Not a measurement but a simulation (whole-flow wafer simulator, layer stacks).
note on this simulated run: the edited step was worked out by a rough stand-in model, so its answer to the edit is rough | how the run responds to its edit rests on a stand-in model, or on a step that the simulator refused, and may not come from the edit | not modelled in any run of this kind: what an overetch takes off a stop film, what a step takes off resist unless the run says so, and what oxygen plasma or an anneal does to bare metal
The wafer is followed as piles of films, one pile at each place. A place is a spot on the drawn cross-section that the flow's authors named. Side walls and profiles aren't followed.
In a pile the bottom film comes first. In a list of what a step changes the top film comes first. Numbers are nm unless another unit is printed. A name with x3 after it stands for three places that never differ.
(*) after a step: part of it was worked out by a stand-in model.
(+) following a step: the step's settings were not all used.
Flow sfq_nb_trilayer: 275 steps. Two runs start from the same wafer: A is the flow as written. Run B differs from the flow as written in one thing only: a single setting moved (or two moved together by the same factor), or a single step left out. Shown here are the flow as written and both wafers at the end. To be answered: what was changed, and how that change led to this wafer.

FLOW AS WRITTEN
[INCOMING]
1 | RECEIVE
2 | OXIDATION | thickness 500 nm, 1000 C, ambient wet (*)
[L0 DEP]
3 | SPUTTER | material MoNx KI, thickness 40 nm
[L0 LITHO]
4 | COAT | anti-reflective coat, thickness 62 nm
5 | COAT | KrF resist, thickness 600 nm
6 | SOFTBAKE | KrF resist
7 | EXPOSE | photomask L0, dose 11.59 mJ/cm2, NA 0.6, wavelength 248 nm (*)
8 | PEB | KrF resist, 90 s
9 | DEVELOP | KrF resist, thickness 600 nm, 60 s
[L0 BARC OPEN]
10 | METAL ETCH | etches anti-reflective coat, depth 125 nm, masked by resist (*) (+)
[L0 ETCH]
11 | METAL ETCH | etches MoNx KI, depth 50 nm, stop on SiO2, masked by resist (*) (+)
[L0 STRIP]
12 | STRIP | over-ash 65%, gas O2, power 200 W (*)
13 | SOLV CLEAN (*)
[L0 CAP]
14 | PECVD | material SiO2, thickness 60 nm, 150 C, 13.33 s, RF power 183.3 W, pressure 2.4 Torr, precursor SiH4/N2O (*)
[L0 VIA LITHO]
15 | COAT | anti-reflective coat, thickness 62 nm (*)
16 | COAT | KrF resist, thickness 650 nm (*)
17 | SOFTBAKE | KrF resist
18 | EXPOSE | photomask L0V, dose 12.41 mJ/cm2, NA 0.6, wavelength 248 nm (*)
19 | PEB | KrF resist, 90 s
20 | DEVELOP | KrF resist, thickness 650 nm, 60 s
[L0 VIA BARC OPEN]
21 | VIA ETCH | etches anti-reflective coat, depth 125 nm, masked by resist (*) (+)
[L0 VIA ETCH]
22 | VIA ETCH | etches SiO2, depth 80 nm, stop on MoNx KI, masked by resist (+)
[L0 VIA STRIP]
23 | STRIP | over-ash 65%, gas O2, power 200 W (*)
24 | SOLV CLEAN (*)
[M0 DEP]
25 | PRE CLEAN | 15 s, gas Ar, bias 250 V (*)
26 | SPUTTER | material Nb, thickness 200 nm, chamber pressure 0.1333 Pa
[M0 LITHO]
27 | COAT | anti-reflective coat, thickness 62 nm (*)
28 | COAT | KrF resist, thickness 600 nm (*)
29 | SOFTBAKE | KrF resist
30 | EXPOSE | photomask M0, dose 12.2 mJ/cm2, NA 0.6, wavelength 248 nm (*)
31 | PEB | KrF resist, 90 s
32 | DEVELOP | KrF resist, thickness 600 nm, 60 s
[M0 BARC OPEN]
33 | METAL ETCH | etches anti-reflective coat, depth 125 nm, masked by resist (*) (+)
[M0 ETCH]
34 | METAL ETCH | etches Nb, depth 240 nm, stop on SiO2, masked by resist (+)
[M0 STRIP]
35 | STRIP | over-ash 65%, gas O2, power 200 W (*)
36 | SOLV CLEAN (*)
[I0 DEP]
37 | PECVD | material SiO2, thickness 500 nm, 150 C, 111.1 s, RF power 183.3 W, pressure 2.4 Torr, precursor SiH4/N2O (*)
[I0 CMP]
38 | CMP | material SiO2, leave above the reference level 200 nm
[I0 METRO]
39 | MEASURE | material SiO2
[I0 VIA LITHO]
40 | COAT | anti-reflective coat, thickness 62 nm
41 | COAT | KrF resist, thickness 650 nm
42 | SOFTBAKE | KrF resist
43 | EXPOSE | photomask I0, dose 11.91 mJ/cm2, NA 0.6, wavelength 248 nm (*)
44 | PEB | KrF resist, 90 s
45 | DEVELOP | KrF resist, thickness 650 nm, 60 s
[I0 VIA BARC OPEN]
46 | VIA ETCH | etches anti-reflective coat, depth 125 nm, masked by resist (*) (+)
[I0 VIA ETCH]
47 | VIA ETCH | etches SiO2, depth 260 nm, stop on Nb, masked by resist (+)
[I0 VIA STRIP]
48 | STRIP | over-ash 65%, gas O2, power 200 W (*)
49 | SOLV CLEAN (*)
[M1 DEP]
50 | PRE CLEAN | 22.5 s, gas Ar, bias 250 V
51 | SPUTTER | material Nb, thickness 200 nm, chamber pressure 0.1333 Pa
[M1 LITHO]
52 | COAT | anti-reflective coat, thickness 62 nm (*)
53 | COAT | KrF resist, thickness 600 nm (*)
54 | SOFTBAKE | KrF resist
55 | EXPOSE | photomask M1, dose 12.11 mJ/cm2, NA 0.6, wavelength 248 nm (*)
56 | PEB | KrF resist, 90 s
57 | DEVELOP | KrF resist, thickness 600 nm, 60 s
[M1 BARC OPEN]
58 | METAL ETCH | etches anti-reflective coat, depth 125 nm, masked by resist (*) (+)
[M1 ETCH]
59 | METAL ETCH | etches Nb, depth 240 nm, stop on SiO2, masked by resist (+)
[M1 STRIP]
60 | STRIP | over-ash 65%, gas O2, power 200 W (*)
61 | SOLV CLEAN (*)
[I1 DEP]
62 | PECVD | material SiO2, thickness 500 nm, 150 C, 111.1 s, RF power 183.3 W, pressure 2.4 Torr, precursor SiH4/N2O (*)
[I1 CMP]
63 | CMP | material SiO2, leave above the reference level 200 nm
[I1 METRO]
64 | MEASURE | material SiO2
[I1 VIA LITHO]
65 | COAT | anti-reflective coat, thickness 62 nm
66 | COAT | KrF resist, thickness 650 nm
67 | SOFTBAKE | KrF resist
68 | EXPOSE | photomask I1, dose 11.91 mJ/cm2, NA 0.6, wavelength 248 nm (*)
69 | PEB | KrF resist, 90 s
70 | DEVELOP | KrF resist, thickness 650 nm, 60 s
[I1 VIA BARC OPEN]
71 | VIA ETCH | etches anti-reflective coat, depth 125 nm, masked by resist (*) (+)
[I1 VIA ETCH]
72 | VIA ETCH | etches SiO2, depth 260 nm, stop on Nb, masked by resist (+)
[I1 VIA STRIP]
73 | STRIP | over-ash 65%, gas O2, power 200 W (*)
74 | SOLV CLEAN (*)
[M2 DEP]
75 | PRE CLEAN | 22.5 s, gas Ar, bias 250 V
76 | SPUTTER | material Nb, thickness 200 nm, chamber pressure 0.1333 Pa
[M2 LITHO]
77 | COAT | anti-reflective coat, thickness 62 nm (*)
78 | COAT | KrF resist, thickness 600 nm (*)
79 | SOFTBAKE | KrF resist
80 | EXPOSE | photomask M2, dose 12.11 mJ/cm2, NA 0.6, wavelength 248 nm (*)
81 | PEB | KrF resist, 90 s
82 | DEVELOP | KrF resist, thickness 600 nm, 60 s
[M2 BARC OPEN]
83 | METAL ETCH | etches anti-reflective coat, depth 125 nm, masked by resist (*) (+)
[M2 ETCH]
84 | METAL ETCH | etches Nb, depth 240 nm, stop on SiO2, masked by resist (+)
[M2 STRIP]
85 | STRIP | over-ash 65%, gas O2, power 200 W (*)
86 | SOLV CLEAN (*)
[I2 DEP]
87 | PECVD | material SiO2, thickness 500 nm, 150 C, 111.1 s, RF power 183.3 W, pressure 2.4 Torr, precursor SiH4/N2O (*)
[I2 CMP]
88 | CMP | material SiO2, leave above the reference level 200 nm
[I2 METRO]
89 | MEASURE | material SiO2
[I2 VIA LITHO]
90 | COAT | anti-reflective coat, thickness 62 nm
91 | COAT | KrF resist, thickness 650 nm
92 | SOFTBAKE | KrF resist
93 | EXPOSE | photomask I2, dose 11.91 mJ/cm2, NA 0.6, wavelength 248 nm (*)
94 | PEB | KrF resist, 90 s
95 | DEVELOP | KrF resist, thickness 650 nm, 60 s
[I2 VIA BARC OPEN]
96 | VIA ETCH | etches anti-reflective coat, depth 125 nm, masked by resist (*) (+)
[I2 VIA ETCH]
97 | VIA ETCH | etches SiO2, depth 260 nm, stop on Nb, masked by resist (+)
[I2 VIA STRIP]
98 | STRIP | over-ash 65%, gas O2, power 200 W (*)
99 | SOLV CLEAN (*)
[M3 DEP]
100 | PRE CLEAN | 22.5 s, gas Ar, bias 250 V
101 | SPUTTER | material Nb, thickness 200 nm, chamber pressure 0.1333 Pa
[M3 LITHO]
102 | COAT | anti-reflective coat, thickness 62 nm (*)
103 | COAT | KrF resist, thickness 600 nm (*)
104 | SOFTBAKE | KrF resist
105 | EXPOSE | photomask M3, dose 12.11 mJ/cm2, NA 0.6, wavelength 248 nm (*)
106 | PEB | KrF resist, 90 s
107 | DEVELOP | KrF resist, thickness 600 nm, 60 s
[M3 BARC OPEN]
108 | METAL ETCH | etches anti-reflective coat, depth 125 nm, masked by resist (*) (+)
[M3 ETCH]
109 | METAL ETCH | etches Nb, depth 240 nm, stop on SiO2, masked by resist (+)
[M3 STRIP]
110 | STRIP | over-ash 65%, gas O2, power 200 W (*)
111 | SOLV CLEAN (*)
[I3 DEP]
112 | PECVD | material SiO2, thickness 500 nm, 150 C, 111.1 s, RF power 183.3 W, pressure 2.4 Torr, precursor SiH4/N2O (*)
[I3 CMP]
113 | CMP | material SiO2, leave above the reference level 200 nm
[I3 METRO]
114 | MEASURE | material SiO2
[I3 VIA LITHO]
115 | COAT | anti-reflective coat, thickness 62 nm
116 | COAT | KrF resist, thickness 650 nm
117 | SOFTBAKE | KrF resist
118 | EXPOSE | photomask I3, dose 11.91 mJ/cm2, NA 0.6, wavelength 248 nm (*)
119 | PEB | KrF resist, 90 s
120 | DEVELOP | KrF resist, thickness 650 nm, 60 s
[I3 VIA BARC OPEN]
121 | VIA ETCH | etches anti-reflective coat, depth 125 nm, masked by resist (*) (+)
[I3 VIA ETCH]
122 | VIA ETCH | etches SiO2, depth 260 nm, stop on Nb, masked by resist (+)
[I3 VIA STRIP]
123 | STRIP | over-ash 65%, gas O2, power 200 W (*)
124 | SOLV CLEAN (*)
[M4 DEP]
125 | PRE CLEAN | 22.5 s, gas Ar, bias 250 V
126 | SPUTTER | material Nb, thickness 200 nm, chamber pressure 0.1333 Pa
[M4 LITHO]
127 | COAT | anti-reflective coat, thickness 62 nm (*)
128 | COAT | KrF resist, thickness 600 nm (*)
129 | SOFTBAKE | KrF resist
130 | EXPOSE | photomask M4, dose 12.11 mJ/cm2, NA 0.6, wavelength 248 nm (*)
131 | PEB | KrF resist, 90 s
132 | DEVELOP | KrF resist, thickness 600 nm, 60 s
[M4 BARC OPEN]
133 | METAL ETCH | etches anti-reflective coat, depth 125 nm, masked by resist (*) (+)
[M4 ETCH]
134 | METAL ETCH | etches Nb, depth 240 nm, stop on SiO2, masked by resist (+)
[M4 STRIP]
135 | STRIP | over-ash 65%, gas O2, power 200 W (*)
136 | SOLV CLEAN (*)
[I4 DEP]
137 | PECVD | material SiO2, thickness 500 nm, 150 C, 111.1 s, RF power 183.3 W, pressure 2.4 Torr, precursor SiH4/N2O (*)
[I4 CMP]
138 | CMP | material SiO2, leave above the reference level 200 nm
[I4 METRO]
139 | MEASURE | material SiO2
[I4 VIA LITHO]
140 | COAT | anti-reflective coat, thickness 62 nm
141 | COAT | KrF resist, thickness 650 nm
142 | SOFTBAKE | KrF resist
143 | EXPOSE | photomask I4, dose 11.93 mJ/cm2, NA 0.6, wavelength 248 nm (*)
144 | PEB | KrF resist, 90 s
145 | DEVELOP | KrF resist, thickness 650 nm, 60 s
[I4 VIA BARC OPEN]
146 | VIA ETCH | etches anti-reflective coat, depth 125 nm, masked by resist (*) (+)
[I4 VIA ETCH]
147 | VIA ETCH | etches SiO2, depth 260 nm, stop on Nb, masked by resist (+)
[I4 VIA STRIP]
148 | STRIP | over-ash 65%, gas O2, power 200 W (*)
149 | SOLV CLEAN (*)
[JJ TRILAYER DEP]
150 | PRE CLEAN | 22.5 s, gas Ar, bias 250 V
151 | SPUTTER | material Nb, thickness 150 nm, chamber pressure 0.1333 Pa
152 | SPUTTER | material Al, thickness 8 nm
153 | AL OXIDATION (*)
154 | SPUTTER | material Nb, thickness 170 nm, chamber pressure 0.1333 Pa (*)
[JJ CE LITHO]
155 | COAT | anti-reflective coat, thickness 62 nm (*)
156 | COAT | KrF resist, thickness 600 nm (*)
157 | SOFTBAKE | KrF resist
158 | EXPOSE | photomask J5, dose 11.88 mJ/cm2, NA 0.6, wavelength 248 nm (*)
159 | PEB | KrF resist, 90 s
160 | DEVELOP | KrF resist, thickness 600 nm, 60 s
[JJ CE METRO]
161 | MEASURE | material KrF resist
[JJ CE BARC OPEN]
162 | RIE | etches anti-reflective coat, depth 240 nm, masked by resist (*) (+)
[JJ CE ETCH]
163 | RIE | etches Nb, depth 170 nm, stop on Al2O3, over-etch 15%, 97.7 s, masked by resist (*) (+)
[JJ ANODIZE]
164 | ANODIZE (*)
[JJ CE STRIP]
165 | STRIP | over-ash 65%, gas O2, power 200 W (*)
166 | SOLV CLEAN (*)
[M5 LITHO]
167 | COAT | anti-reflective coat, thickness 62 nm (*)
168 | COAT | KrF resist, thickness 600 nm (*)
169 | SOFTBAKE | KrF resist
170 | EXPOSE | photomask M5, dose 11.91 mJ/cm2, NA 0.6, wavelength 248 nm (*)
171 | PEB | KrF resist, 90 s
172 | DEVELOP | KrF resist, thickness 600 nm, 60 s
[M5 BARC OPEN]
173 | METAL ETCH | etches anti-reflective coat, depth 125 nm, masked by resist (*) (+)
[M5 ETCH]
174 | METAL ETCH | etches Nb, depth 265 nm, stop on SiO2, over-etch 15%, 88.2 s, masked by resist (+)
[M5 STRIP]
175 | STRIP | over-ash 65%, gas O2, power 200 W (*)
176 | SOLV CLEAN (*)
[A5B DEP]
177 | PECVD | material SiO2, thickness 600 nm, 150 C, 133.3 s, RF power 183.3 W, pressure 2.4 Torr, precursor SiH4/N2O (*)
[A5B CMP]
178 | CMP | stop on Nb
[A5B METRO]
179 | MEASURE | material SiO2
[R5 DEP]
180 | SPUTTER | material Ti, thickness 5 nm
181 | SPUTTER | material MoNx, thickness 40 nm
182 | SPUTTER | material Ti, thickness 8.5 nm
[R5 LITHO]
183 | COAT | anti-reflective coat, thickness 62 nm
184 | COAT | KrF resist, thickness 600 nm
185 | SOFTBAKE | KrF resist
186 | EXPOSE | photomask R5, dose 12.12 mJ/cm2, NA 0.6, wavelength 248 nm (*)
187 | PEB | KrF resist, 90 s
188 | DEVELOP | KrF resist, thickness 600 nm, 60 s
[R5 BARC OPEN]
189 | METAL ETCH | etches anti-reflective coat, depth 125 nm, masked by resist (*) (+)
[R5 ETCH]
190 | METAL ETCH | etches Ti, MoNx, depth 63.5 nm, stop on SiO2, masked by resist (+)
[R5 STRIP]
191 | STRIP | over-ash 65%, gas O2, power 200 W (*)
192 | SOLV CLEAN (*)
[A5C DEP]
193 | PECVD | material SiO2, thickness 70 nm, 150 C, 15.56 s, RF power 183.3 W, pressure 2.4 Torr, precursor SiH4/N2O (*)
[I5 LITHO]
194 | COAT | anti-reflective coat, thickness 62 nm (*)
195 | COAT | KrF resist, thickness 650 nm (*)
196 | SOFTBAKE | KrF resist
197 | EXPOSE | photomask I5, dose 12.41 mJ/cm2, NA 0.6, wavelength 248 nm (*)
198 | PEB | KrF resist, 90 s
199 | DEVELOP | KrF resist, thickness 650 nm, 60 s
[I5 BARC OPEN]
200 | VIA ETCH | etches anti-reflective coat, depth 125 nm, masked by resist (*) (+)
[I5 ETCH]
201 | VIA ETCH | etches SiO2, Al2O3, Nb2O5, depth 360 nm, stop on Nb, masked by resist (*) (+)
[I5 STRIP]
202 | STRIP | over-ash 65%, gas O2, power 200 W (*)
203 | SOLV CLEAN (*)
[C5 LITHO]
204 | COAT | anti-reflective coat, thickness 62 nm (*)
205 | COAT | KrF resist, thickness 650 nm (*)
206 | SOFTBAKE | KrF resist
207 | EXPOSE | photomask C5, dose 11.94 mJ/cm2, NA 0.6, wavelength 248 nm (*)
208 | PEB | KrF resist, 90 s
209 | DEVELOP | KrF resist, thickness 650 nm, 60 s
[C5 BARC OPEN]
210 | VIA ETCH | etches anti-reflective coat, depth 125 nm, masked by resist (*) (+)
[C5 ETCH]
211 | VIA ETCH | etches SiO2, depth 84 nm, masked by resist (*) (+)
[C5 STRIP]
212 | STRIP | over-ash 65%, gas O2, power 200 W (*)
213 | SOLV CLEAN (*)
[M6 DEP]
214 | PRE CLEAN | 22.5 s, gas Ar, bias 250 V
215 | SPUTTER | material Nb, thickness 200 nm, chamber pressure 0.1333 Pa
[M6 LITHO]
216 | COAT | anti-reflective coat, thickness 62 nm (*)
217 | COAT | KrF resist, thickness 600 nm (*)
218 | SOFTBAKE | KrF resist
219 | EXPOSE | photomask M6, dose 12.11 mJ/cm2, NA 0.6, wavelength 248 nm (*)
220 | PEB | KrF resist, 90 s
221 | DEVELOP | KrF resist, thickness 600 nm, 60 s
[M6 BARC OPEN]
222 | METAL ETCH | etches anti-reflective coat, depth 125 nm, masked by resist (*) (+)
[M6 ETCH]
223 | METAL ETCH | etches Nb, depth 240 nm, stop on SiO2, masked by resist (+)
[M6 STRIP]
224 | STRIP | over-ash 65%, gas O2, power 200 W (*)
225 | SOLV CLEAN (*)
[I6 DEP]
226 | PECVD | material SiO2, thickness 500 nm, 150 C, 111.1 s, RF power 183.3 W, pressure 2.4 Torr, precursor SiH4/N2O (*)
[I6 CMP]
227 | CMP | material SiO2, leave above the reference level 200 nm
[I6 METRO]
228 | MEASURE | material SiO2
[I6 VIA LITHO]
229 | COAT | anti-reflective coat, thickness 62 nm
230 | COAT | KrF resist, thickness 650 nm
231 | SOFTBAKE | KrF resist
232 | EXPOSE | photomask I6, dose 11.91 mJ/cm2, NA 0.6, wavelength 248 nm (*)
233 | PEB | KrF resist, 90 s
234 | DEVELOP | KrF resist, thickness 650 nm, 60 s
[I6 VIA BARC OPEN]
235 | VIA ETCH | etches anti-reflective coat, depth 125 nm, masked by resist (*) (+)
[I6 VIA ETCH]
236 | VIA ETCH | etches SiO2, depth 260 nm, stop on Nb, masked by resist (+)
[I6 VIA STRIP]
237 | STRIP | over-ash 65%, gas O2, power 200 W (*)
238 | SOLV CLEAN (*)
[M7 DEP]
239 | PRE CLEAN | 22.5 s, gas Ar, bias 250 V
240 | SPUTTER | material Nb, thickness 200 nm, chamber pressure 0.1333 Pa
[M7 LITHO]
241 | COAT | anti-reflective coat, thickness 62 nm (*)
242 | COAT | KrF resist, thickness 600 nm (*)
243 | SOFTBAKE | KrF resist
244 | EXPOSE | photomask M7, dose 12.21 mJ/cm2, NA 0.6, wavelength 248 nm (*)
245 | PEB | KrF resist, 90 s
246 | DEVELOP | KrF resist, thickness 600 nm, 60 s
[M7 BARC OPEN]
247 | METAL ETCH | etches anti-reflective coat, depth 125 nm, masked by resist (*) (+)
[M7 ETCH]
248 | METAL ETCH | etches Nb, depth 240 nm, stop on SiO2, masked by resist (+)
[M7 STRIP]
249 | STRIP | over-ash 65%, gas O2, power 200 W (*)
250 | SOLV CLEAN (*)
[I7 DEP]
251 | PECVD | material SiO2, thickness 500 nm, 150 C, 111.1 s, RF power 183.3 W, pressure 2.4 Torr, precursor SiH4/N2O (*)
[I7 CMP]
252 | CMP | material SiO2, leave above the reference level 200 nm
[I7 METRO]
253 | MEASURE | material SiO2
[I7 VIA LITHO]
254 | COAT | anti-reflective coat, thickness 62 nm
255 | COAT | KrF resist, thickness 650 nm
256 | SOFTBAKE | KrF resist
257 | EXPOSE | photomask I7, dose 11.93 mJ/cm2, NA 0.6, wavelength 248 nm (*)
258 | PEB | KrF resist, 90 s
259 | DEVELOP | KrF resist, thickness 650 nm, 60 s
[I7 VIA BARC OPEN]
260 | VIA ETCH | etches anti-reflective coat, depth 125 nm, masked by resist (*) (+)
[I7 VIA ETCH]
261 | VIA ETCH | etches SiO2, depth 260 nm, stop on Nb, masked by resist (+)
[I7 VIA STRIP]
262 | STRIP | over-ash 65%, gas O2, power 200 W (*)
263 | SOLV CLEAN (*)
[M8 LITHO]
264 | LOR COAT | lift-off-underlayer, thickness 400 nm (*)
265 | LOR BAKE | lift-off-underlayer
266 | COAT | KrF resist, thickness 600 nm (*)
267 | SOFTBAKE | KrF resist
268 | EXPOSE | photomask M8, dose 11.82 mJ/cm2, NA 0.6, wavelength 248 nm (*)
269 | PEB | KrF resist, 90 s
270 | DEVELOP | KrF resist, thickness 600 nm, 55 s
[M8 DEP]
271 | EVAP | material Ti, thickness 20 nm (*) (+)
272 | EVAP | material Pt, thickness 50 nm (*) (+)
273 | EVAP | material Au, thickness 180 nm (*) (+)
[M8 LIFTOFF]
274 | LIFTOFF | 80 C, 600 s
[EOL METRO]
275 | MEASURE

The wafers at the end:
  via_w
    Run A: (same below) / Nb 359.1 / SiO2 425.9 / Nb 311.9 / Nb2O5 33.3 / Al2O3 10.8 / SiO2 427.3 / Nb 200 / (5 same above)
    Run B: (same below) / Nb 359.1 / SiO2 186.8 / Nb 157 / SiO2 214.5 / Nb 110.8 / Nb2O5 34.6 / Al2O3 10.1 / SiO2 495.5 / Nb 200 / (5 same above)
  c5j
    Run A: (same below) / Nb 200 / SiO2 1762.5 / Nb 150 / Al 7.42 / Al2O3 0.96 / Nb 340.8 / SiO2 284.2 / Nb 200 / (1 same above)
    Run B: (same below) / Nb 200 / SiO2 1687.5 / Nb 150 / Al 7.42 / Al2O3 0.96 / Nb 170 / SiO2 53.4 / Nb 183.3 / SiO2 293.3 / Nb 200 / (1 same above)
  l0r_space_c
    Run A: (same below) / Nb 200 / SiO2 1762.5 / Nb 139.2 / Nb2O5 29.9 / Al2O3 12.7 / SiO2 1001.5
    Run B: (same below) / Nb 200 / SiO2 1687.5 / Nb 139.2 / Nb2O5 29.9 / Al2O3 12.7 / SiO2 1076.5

The reason: step 112, PECVD: thickness 225 nm was run, while the flow as written has thickness 500 nm; step 112, PECVD: 50 s was run, where the flow has 111.1 s.

How this came from the change, step by step:
  112 | PECVD | material SiO2, thickness 500 nm, 150 C, 111.1 s, RF power 183.3 W, pressure 2.4 Torr, precursor SiH4/N2O (*)
      field_l, be, be_sur and 64 more: A SiO2 gains 500 | B SiO2 gains 225
      v_sur, via_wl, via_wr and 27 more: A SiO2 gains 500 (new film) | B SiO2 gains 225 (new film)
      (as well as at 9 more places)
  113 | CMP | material SiO2, leave above the reference level 200 nm
      field_l, be, be_sur and 64 more: A SiO2 loses 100 | B nothing
      p4_g1, p4_g2, p3_s0, p3_s1, p3_s2, p3_s3, p3_s4, p3_s5: A SiO2 loses 157.1 | B nothing
      (as well as at 31 more places)
  115 | COAT | anti-reflective coat, thickness 62 nm
      m0r_space_l, m0r_space_r, m6r_space_l, m6r_space_r, m7r_space_l, m7r_space_r: A anti-reflective coat gains 62 (new film) | B anti-reflective coat gains 81.3 (new film)
      gap, jj_sur, sp_r: A anti-reflective coat gains 62 (new film) | B anti-reflective coat gains 63.7 (new film)
      (as well as at 79 more places)
  116 | COAT | KrF resist, thickness 650 nm
      m0r_line_l, m0r_line_r, m6r_line_l, m6r_line_r, m7r_line_l, m7r_line_r: A KrF resist gains 650 (new film) | B KrF resist gains 684 (new film)
      m0r_space_l, m0r_space_r, m6r_space_l, m6r_space_r, m7r_space_l, m7r_space_r: A KrF resist gains 650 (new film) | B KrF resist gains 673 (new film)
      (as well as at 72 more places)
  120 | DEVELOP | KrF resist, thickness 650 nm, 60 s
      via_v: A KrF resist loses 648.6 (all of it) | B KrF resist loses 585.6 (all of it)
  121 | VIA ETCH | etches anti-reflective coat, depth 125 nm, masked by resist (*) (+)
      field_l, v_sur, via_wl and 102 more: A KrF resist loses 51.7 | B KrF resist loses 40
      via_v: A anti-reflective coat loses 62 (all of it), SiO2 loses 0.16 | B anti-reflective coat loses 48 (all of it), SiO2 loses 0.12
  123 | STRIP | over-ash 65%, gas O2, power 200 W (*)
      m0r_line_l, m0r_line_r, m6r_line_l, m6r_line_r, m7r_line_l, m7r_line_r: A KrF resist loses 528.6 (all of it), anti-reflective coat loses 62 (all of it) | B KrF resist loses 574.2 (all of it), anti-reflective coat loses 61.7 (all of it)
      m0r_space_l, m0r_space_r, m6r_space_l, m6r_space_r, m7r_space_l, m7r_space_r: A KrF resist loses 528.6 (all of it), anti-reflective coat loses 62 (all of it) | B KrF resist loses 563.3 (all of it), anti-reflective coat loses 81.3 (all of it)
      (as well as at 93 more places)
  126 | SPUTTER | material Nb, thickness 200 nm, chamber pressure 0.1333 Pa
      via_w: A Nb gains 200 (new film) | B Nb gains 157 (new film)
  127 | COAT | anti-reflective coat, thickness 62 nm (*)
      m0r_space_l, m0r_space_r, m6r_space_l, m6r_space_r, m7r_space_l, m7r_space_r: A anti-reflective coat gains 62 (new film) | B anti-reflective coat gains 79.9 (new film)
      p3_l1, p3_l2, p3_l3, p3_l4: A anti-reflective coat gains 62 (new film) | B anti-reflective coat gains 43.1 (new film)
      (as well as at 79 more places)
  128 | COAT | KrF resist, thickness 600 nm (*)
      m0r_line_l, m0r_line_r, m6r_line_l, m6r_line_r, m7r_line_l, m7r_line_r: A KrF resist gains 600 (new film) | B KrF resist gains 631.9 (new film)
      m0r_space_l, m0r_space_r, m6r_space_l, m6r_space_r, m7r_space_l, m7r_space_r: A KrF resist gains 600 (new film) | B KrF resist gains 623.3 (new film)
      (as well as at 73 more places)
  132 | DEVELOP | KrF resist, thickness 600 nm, 60 s
      m0r_line_l, m0r_line_r, m6r_line_l, m6r_line_r, m7r_line_l, m7r_line_r: A KrF resist loses 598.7 (all of it) | B KrF resist loses 630.6 (all of it)
      m0r_space_l, m0r_space_r, m6r_space_l, m6r_space_r, m7r_space_l, m7r_space_r: A KrF resist loses 598.7 (all of it) | B KrF resist loses 622 (all of it)
      (as well as at 37 more places)
  133 | METAL ETCH | etches anti-reflective coat, depth 125 nm, masked by resist (*) (+)
      m5r_linepad_l, m5r_linepad_r, r5r_spacepad_l, r5r_spacepad_r, m8r_pad_l, m8r_pad_r: A anti-reflective coat loses 62 (all of it) | B anti-reflective coat loses 125
      v_sur, via_wl, via_w and 36 more: A KrF resist loses 51.7 | B KrF resist loses 69.4
      (as well as at 47 more places)
  134 | METAL ETCH | etches Nb, depth 240 nm, stop on SiO2, masked by resist (+)
      m5r_linepad_l, m5r_linepad_r: A Nb loses 200 (all of it) | B anti-reflective coat loses 36.9 (all of it), Nb loses 200 (all of it)
      r5r_spacepad_l, r5r_spacepad_r: A Nb loses 200 (all of it) | B anti-reflective coat loses 37.1 (all of it), Nb loses 200 (all of it)
      (as well as at 2 more places)
  135 | STRIP | over-ash 65%, gas O2, power 200 W (*)
      wl_a_sr, wl_b_sl: A KrF resist loses 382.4 (all of it), anti-reflective coat loses 62 (all of it) | B KrF resist loses 347.1 (all of it), anti-reflective coat loses 57.8 (all of it)
      v_sur: A KrF resist loses 379.9 (all of it), anti-reflective coat loses 61.4 (all of it) | B KrF resist loses 272.6 (all of it), anti-reflective coat loses 38.8 (all of it)
      (as well as at 36 more places)
  137 | PECVD | material SiO2, thickness 500 nm, 150 C, 111.1 s, RF power 183.3 W, pressure 2.4 Torr, precursor SiH4/N2O (*)
      p3_s0, p3_s1, p3_s2, p3_s3, p3_s4, p3_s5: A SiO2 gains 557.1 | B SiO2 gains 500
      p4_g1, p4_g2: A SiO2 gains 500 (new film) | B SiO2 gains 532.1 (new film)
      (as well as at 1 more place)
  138 | CMP | material SiO2, leave above the reference level 200 nm
      field_l, be, be_sur and 55 more: A SiO2 loses 100 | B nothing
      p3_s0, p3_s1, p3_s2, p3_s3, p3_s4, p3_s5: A SiO2 loses 157.1 | B nothing
      (as well as at 12 more places)
  ... another 61 steps ...
  274 | LIFTOFF | 80 C, 600 s
      be: A Au loses 180 (all of it), Pt loses 50 (all of it), Ti loses 20 (all of it), KrF resist loses 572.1 (all of it), lift-off-underlayer loses 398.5 (all of it) | B Au loses 180 (all of it), Pt loses 50 (all of it), Ti loses 20 (all of it), KrF resist loses 600.7 (all of it), lift-off-underlayer loses 700.6 (all of it)
      be_sur: A Au loses 180 (all of it), Pt loses 50 (all of it), Ti loses 20 (all of it), KrF resist loses 572.6 (all of it), lift-off-underlayer loses 398.9 (all of it) | B Au loses 180 (all of it), Pt loses 50 (all of it), Ti loses 20 (all of it), KrF resist loses 582.6 (all of it), lift-off-underlayer loses 376.9 (all of it)
If metal films that touch count as one body, via_w has 6 bodies (between them, from the top down: SiO2 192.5; SiO2 495.5 / Al2O3 10.1 / Nb2O5 34.6; SiO2 214.5; SiO2 186.8; SiO2 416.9); the flow as written gives 5 bodies (between them, from the top down: SiO2 192.5; SiO2 427.3 / Al2O3 10.8 / Nb2O5 33.3; SiO2 425.9; SiO2 416.9).
If metal films that touch count as one body, c5j has 5 bodies (between them, from the top down: SiO2 293.3; SiO2 53.4; Al2O3 0.96; SiO2 1687.5); the flow as written gives 4 bodies (between them, from the top down: SiO2 284.2; Al2O3 0.96; SiO2 1762.5).
